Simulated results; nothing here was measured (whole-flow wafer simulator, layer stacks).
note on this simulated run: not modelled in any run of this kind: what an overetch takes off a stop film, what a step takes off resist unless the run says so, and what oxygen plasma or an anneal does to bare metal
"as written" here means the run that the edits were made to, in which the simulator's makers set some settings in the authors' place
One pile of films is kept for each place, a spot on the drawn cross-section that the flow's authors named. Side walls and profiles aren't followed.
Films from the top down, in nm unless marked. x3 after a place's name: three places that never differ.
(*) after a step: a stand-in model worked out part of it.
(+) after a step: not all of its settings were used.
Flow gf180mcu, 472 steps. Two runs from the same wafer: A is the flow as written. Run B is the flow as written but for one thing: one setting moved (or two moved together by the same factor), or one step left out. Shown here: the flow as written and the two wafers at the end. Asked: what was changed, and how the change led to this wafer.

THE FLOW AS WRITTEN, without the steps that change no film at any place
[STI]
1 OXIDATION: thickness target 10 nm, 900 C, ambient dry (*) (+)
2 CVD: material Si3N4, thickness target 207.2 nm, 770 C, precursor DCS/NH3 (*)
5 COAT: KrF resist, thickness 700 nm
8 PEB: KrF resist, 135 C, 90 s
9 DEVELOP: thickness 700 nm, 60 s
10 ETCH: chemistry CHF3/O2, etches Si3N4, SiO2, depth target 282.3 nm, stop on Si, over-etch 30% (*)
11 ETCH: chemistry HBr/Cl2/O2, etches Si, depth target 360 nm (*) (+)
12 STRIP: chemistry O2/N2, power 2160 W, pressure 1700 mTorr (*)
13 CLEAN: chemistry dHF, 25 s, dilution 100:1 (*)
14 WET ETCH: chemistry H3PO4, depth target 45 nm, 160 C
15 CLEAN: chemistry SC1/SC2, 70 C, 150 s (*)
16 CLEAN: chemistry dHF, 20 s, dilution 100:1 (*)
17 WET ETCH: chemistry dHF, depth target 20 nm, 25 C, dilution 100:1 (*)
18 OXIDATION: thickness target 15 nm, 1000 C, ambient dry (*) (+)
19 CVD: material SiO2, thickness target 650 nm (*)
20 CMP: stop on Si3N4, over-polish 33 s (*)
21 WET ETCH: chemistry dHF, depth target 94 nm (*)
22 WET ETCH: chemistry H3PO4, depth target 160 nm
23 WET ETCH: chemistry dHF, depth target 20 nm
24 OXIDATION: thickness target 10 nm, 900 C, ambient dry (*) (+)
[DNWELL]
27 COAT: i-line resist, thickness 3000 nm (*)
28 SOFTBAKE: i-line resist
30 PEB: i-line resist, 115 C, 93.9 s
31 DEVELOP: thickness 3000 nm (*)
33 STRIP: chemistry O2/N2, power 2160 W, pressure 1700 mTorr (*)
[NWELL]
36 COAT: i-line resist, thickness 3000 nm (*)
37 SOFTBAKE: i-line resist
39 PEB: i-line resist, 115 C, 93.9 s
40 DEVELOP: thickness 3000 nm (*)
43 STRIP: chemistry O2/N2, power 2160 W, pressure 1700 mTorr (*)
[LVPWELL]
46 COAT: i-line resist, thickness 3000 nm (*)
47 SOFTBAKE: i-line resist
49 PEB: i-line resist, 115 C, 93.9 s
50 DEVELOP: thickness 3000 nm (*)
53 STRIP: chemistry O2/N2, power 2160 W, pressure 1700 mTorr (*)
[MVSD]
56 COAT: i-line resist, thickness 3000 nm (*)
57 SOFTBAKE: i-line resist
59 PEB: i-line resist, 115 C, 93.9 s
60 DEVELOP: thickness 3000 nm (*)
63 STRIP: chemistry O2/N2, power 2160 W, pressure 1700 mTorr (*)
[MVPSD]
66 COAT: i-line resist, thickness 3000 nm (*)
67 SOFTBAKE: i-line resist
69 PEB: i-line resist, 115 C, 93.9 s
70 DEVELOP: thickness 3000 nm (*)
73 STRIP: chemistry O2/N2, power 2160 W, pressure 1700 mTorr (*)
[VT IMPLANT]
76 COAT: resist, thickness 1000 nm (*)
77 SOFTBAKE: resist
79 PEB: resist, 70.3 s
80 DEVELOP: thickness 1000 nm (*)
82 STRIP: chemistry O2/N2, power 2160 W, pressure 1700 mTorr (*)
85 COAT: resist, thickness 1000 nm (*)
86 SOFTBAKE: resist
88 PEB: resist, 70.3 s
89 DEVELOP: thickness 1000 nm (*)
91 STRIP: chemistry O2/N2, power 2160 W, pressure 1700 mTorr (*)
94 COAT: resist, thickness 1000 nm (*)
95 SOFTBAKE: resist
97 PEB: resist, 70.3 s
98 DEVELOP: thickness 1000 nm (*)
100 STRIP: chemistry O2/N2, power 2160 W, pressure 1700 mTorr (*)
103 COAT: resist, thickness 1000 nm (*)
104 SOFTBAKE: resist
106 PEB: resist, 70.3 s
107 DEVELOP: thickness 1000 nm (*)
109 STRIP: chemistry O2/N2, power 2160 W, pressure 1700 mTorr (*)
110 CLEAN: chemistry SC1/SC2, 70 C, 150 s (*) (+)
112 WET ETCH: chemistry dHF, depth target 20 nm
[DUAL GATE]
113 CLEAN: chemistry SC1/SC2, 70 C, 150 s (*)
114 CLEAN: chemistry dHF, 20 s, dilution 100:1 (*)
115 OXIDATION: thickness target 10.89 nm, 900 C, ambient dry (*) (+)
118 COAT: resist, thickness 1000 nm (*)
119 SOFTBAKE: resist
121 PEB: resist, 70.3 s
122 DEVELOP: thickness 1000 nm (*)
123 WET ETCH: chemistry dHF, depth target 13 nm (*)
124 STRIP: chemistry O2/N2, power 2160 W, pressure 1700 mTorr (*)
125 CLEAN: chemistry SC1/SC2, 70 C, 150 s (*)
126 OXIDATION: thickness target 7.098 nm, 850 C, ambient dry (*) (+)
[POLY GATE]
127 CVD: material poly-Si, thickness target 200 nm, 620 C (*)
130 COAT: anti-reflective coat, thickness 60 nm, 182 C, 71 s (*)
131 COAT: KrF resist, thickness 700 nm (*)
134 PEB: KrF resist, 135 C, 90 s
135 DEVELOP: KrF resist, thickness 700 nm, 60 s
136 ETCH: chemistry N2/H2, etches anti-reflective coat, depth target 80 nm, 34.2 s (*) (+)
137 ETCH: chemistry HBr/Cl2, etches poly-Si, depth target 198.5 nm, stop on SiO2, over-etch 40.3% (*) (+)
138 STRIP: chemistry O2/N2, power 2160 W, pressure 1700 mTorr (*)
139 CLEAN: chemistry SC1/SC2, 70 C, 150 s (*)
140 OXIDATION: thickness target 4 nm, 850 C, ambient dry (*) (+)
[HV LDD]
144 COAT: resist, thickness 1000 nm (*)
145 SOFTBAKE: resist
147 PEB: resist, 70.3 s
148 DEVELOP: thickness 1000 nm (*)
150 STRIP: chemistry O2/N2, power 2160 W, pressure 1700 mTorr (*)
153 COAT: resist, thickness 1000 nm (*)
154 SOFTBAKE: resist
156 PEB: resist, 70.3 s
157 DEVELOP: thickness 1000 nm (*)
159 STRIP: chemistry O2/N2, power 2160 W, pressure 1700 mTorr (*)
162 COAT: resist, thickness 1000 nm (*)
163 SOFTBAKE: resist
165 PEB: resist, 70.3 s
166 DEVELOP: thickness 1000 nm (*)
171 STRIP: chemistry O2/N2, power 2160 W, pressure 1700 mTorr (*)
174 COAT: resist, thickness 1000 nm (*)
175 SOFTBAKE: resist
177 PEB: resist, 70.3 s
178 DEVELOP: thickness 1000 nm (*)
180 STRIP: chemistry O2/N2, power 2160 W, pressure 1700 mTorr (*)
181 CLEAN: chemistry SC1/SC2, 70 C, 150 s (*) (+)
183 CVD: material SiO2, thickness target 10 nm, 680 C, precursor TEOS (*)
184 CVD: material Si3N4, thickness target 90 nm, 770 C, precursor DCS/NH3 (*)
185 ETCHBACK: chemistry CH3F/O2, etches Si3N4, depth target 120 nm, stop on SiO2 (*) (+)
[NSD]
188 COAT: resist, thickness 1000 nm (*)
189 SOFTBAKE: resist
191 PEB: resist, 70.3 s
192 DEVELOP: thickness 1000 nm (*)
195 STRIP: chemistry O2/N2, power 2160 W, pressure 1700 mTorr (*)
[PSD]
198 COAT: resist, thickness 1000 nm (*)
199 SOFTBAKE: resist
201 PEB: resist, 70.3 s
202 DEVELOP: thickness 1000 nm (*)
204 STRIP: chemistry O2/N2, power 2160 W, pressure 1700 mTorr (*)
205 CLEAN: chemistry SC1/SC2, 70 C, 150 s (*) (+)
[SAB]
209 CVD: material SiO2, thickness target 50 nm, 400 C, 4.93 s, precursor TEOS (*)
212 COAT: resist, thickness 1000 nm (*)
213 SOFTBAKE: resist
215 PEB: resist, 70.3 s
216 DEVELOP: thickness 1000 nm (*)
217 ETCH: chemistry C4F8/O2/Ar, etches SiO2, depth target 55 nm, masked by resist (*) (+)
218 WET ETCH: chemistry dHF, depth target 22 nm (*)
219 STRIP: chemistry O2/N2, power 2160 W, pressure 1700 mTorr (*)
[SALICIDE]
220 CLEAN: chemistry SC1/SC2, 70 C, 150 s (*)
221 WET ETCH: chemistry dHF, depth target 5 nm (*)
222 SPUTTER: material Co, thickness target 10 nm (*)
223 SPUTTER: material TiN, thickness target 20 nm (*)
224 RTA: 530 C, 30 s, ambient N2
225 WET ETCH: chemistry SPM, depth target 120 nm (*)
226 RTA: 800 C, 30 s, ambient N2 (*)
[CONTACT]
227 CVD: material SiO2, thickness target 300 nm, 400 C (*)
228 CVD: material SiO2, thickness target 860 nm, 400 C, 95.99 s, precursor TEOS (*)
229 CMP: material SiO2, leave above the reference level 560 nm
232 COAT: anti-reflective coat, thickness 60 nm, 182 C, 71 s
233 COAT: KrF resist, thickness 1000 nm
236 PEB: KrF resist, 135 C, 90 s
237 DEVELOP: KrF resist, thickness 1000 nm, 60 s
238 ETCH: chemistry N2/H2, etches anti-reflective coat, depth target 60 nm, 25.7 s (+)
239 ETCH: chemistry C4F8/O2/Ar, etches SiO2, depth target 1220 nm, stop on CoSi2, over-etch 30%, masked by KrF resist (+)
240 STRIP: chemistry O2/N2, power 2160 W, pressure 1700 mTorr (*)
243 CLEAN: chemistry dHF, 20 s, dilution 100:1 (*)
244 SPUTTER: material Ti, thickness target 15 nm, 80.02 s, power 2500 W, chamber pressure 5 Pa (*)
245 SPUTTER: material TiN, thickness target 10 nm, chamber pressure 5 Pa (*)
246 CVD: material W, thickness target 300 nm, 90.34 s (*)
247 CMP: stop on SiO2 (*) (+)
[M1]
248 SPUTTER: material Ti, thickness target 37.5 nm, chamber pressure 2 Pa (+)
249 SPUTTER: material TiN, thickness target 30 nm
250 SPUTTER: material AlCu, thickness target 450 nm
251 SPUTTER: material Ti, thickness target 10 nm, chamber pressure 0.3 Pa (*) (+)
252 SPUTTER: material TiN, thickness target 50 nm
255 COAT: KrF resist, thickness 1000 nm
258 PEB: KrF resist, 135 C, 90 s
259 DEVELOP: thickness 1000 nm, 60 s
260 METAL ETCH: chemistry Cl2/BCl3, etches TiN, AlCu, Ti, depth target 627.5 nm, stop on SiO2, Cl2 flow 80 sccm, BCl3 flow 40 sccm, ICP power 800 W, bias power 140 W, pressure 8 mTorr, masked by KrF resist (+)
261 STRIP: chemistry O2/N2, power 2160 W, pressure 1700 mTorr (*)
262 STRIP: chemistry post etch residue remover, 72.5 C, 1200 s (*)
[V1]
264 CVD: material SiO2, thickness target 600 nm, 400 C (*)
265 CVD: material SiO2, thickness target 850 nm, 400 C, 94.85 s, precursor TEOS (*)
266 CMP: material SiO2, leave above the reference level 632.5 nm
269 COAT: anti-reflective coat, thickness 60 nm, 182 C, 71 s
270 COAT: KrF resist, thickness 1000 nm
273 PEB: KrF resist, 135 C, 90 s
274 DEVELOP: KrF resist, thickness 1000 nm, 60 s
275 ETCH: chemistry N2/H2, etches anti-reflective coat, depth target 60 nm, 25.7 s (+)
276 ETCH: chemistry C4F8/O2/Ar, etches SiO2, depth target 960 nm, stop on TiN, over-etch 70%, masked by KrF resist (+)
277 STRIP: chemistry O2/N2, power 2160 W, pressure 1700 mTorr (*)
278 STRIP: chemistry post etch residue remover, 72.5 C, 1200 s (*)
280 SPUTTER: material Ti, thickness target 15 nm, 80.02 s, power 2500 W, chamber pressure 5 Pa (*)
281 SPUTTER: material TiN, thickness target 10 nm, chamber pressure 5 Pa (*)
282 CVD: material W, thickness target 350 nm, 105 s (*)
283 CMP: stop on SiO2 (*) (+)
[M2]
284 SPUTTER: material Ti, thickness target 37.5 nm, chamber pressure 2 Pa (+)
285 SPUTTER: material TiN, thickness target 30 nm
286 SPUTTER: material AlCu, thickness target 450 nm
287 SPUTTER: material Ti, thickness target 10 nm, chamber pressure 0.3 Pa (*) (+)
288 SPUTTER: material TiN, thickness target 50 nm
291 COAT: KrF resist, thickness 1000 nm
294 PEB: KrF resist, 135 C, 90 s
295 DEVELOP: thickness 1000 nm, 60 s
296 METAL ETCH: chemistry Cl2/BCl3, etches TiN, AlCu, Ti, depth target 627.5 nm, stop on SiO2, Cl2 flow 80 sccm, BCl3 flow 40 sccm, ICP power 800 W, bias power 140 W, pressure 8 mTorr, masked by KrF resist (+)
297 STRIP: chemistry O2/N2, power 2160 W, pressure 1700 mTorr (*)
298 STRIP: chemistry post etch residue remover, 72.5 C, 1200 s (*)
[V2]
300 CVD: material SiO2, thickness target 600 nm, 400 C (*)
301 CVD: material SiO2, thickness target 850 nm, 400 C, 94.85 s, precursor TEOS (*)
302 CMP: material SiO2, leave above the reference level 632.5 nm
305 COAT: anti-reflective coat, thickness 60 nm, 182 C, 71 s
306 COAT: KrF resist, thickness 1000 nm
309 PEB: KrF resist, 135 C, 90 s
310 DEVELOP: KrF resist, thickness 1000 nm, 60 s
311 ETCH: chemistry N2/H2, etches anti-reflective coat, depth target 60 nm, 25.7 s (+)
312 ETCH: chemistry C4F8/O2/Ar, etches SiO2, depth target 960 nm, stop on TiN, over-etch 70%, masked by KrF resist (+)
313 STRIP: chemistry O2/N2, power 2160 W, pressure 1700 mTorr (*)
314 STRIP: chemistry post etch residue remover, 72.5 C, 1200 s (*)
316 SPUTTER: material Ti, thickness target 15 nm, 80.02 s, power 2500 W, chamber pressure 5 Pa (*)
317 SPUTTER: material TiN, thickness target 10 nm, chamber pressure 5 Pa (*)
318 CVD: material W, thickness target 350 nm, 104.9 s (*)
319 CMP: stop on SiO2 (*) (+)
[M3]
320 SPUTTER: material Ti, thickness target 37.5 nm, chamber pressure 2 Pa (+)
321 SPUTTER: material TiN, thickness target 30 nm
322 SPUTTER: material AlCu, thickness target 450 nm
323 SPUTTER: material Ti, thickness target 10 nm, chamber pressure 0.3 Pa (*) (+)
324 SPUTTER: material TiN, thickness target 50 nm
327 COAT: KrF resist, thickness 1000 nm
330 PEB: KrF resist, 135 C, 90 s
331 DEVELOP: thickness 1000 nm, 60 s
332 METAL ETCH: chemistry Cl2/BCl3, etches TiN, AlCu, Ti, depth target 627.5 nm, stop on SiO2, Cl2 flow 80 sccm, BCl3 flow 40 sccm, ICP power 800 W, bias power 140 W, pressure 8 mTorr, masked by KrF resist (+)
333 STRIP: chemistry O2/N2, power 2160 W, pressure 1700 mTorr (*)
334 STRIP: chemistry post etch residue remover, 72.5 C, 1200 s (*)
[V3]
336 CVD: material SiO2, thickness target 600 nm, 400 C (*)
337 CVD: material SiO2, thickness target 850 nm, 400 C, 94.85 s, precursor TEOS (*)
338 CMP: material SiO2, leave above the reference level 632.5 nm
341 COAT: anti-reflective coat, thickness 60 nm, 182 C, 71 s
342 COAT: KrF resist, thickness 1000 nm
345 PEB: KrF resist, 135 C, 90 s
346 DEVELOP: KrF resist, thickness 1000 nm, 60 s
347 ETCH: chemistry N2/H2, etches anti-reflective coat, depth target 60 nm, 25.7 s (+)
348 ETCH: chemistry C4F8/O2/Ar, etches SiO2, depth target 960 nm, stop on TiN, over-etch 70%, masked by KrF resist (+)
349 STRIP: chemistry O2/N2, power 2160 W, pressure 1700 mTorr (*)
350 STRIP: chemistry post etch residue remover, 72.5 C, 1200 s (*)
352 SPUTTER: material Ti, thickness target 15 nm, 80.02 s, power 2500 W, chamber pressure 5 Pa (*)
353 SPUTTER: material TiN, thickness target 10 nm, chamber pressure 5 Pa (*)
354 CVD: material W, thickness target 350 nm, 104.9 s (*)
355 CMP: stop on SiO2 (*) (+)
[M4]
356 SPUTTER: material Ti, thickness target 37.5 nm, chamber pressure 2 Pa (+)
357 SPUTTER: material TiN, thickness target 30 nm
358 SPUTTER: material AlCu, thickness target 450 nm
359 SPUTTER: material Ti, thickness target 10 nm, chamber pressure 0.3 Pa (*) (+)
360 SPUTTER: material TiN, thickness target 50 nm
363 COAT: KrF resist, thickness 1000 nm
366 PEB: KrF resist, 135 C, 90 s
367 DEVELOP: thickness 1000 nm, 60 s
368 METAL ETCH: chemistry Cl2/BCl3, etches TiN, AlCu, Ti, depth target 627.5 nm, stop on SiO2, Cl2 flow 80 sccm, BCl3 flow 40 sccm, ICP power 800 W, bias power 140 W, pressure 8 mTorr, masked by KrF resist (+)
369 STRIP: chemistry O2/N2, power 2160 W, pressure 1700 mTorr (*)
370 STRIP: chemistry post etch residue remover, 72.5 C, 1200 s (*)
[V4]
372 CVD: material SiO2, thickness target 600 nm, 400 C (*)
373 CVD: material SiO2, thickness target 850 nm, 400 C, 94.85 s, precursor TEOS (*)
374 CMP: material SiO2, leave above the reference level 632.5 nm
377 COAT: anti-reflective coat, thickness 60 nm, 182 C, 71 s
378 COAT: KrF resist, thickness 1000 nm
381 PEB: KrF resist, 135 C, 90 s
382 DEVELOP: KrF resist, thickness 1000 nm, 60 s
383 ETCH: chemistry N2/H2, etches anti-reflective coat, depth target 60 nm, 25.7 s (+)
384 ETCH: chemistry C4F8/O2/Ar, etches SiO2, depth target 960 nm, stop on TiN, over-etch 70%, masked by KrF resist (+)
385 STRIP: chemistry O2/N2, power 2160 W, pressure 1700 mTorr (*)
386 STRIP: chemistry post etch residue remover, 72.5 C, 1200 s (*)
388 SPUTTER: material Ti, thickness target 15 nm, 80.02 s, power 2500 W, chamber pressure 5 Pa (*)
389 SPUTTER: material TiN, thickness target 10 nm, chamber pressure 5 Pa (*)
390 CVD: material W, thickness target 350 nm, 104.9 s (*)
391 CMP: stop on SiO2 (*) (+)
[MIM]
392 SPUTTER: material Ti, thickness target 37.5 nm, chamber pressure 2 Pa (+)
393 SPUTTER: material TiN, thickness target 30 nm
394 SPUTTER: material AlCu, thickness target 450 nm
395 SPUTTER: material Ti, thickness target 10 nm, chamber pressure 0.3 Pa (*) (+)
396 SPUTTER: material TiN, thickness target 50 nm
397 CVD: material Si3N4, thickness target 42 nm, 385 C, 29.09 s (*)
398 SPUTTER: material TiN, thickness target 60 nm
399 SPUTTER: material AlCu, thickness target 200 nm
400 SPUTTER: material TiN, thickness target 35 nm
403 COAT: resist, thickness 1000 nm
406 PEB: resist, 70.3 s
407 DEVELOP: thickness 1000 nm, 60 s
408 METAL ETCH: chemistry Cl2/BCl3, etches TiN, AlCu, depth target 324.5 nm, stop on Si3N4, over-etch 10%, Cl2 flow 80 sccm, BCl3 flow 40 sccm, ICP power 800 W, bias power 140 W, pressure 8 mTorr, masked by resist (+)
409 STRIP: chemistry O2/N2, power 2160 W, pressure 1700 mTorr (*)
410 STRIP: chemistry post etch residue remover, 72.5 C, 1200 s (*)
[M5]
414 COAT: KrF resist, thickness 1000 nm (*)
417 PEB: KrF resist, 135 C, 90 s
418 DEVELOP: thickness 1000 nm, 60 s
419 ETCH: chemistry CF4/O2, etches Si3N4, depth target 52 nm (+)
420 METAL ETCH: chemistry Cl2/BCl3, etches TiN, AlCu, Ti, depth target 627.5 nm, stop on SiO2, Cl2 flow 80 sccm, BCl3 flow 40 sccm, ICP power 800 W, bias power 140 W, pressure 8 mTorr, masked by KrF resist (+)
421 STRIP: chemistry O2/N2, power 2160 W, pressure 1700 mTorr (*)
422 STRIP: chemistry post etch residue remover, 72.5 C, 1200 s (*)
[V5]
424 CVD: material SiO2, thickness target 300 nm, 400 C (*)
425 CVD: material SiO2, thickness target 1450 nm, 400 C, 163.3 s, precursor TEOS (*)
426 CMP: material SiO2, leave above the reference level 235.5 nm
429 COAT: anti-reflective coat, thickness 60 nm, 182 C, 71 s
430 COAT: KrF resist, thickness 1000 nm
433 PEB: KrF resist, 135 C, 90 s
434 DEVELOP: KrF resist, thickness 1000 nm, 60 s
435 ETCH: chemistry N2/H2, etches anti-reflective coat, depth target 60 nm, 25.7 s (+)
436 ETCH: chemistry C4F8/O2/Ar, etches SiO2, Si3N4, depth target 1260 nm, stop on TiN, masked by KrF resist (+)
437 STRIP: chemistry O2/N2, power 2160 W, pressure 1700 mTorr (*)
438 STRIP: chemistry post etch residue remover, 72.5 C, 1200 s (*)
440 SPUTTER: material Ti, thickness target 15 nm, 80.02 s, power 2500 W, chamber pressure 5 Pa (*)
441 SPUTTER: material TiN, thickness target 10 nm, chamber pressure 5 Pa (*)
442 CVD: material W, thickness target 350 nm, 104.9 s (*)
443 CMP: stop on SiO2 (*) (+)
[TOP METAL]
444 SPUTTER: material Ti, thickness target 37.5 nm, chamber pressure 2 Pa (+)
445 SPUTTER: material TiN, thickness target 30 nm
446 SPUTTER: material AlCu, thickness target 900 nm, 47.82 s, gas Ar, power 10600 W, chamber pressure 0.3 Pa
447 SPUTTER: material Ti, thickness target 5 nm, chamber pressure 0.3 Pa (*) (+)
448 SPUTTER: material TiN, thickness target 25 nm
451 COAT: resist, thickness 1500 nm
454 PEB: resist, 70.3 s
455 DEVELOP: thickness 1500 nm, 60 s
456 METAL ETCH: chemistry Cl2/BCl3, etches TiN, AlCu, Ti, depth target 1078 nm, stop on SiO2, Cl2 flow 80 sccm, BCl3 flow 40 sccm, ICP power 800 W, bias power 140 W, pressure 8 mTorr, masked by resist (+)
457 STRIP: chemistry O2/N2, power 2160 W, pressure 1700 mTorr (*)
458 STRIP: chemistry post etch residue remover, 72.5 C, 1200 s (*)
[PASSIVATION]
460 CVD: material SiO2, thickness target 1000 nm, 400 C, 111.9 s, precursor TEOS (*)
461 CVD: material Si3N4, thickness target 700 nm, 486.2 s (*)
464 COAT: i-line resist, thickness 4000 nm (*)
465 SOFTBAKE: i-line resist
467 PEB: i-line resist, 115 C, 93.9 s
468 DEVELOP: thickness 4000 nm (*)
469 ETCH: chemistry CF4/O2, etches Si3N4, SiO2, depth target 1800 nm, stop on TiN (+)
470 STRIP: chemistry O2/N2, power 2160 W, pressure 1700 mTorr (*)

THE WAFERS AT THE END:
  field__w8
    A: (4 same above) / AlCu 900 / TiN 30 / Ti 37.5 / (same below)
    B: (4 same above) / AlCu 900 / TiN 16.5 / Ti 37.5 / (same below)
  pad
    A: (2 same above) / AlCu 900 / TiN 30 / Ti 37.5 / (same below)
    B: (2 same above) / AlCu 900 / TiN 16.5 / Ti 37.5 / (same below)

The cause: step 445, SPUTTER: thickness target 16.5 nm was run, where the flow has thickness target 30 nm.
It can be read off the wafer: field__w8 has TiN 16.5, and step 445 as written asks for 30 nm.

How the change led to this, step by step:
  445 SPUTTER: material TiN, thickness target 30 nm
      field, field__w1, field__w2 and 109 more: A TiN +30 (new film) | B TiN +16.5 (new film)
  456 METAL ETCH: chemistry Cl2/BCl3, etches TiN, AlCu, Ti, depth target 1078 nm, stop on SiO2, Cl2 flow 80 sccm, BCl3 flow 40 sccm, ICP power 800 W, bias power 140 W, pressure 8 mTorr, masked by resist (+)
      field, field__w1, field__w2 and 103 more: A TiN -25 (all of it), Ti -5 (all of it), AlCu -900 (all of it), TiN -30 (all of it), Ti -37.5 (all of it) | B TiN -25 (all of it), Ti -5 (all of it), AlCu -900 (all of it), TiN -16.5 (all of it), Ti -37.5 (all of it)
  465 SOFTBAKE: i-line resist
      field__w2, field_sub__w4: A i-line resist +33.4 | B i-line resist +32.7
      field__w11, field__w13: A i-line resist +37.6 | B i-line resist +36.8
      (and at 20 more places)
